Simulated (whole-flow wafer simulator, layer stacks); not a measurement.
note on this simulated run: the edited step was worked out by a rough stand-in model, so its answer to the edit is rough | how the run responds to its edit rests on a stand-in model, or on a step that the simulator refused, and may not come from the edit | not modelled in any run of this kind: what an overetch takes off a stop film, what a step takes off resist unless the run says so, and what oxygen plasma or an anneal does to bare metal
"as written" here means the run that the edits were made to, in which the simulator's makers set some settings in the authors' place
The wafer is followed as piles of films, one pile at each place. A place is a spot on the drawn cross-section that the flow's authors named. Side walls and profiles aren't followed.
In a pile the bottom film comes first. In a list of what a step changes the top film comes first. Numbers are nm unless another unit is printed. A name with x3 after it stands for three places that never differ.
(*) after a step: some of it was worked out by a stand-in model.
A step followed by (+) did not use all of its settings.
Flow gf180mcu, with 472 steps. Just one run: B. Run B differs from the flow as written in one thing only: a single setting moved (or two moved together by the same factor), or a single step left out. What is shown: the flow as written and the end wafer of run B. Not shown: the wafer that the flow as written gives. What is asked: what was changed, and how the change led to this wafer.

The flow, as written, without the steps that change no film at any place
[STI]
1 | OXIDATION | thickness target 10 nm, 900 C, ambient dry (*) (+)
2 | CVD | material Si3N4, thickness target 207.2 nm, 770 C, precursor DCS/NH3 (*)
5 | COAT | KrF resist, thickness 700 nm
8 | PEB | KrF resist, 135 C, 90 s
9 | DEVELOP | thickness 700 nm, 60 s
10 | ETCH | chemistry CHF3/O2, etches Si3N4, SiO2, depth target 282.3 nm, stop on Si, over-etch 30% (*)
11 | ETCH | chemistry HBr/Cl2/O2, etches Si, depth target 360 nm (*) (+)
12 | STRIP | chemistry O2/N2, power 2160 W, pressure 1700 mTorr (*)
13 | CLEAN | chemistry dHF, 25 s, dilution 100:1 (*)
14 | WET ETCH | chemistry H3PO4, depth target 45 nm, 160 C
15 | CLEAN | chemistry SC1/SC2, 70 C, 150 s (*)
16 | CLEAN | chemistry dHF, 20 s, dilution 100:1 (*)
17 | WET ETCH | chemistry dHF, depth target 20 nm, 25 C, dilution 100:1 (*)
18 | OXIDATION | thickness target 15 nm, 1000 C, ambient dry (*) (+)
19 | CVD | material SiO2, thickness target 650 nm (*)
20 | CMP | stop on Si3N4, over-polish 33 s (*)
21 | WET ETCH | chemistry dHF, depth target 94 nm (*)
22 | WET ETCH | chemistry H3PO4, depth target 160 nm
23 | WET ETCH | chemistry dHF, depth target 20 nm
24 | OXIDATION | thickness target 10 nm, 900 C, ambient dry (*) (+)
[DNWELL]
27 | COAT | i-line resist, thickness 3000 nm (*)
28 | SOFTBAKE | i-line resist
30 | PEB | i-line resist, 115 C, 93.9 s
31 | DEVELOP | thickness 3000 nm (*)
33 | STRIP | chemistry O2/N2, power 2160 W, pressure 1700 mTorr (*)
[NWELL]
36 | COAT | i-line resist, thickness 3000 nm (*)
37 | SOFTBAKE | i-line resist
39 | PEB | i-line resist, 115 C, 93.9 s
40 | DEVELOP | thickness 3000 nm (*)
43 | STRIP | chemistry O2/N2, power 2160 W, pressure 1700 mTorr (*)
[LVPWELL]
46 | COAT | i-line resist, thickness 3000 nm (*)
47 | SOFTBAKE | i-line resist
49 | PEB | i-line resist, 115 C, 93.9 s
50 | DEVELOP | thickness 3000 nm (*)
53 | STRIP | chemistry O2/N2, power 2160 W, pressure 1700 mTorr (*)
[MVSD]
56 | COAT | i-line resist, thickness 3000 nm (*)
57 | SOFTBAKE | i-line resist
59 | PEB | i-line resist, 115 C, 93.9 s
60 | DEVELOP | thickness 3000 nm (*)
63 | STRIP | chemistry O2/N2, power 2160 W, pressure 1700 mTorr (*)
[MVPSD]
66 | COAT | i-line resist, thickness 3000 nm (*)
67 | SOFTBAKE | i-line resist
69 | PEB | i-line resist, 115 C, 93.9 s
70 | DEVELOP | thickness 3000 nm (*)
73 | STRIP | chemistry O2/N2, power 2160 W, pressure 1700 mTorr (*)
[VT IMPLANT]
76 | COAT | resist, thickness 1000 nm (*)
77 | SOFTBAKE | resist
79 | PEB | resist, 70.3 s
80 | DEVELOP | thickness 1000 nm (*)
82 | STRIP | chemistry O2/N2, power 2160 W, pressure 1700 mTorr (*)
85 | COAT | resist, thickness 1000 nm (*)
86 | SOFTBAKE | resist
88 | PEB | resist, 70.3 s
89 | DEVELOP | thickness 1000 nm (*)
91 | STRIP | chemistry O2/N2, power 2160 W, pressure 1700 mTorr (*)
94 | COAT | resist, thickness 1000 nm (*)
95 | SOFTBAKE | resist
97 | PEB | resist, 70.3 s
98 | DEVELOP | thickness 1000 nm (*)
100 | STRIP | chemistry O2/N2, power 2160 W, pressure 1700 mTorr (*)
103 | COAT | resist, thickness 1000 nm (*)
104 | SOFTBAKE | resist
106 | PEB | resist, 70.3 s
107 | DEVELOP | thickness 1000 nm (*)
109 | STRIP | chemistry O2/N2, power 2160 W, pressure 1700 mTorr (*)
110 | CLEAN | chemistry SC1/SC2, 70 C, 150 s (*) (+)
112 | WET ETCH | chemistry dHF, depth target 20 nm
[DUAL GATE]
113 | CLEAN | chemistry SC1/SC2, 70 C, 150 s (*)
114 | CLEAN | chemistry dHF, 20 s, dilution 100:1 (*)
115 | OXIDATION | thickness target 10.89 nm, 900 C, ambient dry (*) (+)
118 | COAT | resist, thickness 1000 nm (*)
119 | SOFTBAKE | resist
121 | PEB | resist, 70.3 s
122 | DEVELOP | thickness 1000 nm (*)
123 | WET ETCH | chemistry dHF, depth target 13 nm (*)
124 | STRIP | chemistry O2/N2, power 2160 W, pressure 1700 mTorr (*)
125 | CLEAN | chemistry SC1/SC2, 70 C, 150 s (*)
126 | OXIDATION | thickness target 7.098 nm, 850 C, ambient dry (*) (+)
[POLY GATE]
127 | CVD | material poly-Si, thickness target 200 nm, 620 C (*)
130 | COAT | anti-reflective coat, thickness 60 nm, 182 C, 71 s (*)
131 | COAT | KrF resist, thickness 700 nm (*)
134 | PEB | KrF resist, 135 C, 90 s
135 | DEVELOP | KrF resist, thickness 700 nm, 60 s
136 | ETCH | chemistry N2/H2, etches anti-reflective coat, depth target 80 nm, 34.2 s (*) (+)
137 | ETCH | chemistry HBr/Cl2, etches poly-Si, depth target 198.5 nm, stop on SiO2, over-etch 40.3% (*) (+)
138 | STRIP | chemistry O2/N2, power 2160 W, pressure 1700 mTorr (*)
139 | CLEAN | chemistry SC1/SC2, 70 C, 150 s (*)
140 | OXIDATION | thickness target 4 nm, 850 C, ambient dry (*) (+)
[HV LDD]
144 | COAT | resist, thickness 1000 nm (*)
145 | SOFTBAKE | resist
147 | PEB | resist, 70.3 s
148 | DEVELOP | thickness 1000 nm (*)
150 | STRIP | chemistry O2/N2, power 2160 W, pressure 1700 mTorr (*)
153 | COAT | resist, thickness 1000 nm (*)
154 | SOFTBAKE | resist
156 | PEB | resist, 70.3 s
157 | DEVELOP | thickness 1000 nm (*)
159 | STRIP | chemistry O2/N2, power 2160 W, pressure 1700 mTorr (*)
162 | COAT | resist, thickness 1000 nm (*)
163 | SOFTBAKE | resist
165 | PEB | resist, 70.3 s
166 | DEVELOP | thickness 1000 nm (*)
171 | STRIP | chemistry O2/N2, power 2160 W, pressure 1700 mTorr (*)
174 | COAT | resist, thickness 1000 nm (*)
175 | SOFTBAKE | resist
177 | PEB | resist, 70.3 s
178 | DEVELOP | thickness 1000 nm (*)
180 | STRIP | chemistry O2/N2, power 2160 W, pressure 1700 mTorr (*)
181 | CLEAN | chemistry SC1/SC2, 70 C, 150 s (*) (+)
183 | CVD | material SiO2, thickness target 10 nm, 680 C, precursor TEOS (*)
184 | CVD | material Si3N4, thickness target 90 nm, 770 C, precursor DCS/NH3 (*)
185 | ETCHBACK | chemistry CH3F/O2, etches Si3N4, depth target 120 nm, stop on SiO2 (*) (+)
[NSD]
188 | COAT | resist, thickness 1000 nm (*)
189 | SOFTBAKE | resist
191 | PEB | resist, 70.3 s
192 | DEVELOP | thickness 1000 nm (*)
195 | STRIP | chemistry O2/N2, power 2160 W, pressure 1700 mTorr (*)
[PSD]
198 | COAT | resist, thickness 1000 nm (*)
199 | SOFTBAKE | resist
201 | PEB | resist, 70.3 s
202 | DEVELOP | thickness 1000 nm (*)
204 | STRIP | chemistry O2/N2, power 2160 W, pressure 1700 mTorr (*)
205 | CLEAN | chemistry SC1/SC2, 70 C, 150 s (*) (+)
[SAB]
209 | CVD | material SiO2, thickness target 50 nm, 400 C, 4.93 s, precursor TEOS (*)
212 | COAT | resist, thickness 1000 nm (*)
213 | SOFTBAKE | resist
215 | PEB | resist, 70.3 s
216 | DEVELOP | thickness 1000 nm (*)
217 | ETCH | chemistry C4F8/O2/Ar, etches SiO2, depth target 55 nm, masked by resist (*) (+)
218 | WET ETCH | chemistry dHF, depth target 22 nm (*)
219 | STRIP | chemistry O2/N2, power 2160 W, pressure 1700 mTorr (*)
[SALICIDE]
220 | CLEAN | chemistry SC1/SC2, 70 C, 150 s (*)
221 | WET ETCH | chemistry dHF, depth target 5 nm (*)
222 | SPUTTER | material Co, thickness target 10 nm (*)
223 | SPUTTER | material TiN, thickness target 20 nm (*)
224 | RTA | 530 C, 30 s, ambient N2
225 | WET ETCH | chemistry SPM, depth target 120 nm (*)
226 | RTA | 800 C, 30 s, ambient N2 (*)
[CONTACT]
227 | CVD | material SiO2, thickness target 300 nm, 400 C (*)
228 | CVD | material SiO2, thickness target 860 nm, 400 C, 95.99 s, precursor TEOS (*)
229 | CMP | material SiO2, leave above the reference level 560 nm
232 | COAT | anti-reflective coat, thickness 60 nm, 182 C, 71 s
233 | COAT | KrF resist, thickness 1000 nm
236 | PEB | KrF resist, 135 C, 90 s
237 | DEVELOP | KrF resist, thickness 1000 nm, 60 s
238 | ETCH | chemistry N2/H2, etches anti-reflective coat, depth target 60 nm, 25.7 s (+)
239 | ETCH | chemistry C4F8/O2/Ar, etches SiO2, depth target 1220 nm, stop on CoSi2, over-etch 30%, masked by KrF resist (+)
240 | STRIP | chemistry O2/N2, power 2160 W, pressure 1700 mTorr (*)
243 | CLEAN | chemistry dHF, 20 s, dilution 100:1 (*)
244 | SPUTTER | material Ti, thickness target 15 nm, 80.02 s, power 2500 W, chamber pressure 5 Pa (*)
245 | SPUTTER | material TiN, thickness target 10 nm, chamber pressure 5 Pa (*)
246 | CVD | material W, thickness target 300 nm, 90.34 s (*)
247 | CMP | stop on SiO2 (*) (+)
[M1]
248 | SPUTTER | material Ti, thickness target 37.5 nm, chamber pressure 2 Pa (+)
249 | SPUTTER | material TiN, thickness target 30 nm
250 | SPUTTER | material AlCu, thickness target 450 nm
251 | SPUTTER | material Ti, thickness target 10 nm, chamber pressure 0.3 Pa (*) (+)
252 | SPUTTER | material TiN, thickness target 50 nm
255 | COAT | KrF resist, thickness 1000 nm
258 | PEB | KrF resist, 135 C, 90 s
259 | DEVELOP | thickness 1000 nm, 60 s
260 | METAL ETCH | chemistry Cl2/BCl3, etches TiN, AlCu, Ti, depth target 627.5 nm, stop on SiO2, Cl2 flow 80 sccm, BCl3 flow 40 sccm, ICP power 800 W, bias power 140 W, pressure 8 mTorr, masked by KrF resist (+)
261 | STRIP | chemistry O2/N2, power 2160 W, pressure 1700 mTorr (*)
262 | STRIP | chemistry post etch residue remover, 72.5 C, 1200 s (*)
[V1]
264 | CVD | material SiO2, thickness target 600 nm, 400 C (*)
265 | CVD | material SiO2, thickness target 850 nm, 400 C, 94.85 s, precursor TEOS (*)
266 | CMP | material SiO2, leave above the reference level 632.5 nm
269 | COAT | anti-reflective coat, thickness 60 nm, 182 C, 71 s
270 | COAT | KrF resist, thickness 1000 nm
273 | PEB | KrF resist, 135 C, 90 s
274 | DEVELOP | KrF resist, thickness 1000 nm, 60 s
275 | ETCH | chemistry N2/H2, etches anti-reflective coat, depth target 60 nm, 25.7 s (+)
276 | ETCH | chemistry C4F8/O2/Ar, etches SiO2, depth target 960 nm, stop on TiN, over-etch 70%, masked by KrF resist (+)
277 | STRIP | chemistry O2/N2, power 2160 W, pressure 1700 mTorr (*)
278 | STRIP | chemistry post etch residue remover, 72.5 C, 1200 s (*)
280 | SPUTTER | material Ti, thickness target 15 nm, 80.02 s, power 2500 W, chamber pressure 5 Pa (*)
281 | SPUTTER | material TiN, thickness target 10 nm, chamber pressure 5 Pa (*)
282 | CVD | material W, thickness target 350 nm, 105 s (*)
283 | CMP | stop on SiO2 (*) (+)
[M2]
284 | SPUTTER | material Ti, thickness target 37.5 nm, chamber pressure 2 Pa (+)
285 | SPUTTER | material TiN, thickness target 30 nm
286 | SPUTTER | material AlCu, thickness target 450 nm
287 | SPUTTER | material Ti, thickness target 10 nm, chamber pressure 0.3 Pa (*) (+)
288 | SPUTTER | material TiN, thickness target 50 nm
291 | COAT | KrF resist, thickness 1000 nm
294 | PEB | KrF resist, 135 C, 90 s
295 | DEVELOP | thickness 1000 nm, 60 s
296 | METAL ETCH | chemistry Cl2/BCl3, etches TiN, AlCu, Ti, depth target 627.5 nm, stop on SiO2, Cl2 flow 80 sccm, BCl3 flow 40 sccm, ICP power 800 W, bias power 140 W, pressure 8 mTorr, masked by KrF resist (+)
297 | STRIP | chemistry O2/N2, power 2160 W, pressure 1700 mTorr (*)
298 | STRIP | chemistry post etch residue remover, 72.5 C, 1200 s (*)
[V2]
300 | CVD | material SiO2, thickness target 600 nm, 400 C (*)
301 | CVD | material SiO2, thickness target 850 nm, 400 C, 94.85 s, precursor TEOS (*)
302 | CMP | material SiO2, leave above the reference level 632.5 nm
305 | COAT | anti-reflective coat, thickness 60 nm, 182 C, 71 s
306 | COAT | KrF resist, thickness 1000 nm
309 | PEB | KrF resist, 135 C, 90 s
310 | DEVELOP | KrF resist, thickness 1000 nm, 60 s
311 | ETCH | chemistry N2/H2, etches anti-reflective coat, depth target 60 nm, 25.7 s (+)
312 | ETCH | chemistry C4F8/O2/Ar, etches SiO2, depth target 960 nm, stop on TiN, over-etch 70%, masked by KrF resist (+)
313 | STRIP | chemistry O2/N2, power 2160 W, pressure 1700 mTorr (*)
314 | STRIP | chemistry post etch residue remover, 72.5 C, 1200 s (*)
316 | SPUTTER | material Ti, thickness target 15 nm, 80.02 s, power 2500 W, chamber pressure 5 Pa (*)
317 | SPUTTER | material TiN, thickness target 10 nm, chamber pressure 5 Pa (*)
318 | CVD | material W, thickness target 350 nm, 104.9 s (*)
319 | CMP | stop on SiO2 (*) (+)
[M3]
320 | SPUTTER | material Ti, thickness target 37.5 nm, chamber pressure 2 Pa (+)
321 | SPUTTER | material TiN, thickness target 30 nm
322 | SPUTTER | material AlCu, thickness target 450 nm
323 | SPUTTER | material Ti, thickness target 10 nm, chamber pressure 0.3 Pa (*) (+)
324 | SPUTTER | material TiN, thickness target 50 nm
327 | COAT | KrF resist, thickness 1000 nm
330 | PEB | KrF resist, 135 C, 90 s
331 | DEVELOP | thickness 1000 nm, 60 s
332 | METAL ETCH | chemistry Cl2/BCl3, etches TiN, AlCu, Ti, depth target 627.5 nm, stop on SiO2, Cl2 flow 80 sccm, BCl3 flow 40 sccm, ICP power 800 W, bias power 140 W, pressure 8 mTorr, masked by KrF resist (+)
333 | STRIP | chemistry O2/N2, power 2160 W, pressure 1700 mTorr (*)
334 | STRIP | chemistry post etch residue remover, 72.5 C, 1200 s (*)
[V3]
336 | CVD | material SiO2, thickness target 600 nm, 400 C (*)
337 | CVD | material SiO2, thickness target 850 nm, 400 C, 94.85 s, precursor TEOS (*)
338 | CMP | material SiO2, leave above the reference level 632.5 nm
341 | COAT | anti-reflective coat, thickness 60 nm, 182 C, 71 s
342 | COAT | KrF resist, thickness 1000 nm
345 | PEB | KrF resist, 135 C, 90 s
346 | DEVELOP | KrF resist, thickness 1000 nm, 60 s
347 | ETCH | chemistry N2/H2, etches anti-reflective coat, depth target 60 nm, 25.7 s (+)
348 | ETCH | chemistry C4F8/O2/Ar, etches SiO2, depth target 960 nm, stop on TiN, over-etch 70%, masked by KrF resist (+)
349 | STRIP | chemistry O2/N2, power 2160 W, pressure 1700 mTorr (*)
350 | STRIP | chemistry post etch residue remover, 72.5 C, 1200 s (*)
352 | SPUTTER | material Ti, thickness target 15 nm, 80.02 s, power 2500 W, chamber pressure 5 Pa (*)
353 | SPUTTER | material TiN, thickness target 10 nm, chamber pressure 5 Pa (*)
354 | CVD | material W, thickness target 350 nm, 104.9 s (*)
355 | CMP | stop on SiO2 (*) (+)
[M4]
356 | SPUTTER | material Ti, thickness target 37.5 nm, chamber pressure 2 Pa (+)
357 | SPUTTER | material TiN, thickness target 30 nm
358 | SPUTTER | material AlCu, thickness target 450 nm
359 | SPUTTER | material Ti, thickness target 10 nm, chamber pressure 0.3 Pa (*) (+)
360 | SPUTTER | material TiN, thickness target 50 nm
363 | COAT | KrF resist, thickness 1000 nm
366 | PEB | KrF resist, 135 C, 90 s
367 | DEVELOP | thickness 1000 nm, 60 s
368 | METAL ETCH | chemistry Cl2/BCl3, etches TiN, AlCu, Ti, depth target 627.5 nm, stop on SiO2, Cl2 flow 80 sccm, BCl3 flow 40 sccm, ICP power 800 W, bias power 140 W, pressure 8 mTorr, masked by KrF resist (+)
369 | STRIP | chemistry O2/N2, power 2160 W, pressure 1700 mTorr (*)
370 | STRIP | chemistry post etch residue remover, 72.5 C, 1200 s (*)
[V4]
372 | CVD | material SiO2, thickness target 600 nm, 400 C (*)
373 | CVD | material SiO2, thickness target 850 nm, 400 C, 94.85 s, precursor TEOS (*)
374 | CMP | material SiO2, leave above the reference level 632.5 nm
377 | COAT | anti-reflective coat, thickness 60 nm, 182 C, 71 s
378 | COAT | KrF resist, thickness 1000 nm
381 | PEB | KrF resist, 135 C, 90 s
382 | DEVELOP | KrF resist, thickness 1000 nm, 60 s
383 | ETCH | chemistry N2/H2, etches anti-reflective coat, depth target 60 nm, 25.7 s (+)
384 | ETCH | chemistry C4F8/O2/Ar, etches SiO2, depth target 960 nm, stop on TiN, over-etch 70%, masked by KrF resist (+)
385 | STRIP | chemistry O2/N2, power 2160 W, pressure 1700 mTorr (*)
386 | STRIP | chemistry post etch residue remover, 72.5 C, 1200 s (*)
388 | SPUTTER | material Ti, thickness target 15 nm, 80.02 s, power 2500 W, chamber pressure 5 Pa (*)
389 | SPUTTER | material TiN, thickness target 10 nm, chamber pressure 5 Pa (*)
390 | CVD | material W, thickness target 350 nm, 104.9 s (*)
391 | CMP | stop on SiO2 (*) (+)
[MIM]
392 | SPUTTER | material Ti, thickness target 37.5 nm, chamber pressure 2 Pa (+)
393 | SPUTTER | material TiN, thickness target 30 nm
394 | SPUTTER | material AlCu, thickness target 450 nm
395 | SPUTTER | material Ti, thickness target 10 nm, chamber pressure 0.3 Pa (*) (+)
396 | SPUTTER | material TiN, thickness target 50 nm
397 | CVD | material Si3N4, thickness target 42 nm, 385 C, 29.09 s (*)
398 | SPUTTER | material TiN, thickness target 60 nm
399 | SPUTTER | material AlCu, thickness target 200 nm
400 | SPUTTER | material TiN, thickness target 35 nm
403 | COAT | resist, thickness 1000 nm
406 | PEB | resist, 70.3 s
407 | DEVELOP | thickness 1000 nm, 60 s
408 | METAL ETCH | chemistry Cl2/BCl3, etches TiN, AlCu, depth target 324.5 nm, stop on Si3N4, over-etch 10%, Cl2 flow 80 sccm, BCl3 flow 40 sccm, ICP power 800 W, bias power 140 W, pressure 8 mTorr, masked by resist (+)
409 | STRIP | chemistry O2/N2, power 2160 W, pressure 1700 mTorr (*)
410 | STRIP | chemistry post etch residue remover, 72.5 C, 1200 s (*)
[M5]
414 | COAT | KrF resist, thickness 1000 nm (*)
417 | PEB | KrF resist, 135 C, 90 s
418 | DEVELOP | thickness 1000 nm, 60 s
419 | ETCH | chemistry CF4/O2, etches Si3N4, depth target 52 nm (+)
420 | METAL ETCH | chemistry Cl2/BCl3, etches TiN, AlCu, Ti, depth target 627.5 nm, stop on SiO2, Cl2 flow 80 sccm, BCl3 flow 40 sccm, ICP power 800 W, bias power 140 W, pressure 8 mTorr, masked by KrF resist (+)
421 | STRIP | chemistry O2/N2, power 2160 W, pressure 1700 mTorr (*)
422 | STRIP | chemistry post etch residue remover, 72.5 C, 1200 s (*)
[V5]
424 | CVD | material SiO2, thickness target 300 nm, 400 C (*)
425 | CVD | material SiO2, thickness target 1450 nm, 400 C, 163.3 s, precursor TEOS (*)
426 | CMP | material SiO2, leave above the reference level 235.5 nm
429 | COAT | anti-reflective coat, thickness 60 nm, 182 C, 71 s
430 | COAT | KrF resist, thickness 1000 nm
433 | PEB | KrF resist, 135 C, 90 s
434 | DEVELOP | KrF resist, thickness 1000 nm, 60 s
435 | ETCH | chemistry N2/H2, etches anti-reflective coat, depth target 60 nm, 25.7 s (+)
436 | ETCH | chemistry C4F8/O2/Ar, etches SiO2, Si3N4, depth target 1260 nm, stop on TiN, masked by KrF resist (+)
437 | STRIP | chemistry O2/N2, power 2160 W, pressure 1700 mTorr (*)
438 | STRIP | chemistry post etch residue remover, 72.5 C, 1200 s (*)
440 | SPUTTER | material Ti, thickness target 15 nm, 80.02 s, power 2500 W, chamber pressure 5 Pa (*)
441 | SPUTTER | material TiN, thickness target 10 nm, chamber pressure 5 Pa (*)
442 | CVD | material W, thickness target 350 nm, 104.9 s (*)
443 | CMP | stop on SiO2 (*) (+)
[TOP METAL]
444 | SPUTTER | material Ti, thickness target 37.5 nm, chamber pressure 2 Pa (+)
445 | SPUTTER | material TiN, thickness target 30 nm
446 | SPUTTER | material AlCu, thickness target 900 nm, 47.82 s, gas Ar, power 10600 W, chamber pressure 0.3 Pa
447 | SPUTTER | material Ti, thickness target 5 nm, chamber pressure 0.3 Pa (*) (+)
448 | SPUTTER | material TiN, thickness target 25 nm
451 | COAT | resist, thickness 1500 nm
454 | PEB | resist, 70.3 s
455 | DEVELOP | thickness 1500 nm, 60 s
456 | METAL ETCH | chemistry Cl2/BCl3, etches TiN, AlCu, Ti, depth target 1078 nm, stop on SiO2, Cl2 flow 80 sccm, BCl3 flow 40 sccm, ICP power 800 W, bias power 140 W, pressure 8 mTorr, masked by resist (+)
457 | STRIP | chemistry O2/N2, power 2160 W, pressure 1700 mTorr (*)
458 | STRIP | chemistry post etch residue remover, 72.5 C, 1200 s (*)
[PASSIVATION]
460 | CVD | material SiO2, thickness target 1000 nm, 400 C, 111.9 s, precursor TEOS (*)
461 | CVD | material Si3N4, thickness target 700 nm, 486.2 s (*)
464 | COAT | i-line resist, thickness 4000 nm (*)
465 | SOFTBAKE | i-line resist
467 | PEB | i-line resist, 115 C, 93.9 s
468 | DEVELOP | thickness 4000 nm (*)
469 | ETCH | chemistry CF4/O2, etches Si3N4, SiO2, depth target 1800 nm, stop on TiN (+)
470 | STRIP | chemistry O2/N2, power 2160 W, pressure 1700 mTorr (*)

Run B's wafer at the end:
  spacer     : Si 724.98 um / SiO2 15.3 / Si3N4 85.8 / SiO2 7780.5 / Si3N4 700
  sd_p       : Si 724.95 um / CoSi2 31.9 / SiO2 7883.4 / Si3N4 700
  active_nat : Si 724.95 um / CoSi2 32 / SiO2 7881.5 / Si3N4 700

Cause: step 183, CVD: thickness target 8.1 nm was run, while the flow as written has thickness target 10 nm.

Step by step, how the change led to this:
  183 | CVD | material SiO2, thickness target 10 nm, 680 C, precursor TEOS (*)
      field, field__w1, field__w2 and 99 more: +8.1 SiO2 (in the flow as written it would be: +10 SiO2)
      ld_drift_p: +7.99 SiO2 (in the flow as written it would be: +9.87 SiO2)
      (as well as at 1 more place)
  189 | SOFTBAKE | resist
      field: -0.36 resist (in the flow as written it would be: +3.56 resist)
      active_hv: -0.53 resist (in the flow as written it would be: +2.68 resist)
      (as well as at 3 more places)
  199 | SOFTBAKE | resist
      field: -0.36 resist (in the flow as written it would be: +3.56 resist)
      active_hv: -0.53 resist (in the flow as written it would be: +2.68 resist)
      (as well as at 3 more places)
  218 | WET ETCH | chemistry dHF, depth target 22 nm (*)
      gate, gate_hv, gate_p and 23 more: -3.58 SiO2 (all of it) (in the flow as written it would be: -5.48 SiO2 (all of it))
      active, p_well, sd_n, iso_ptap_pw, iso_ntap_nw, iso_ptap_sub, vpnp_e: -7.11 SiO2 (all of it) (in the flow as written it would be: -9.01 SiO2 (all of it))
      (as well as at 16 more places)
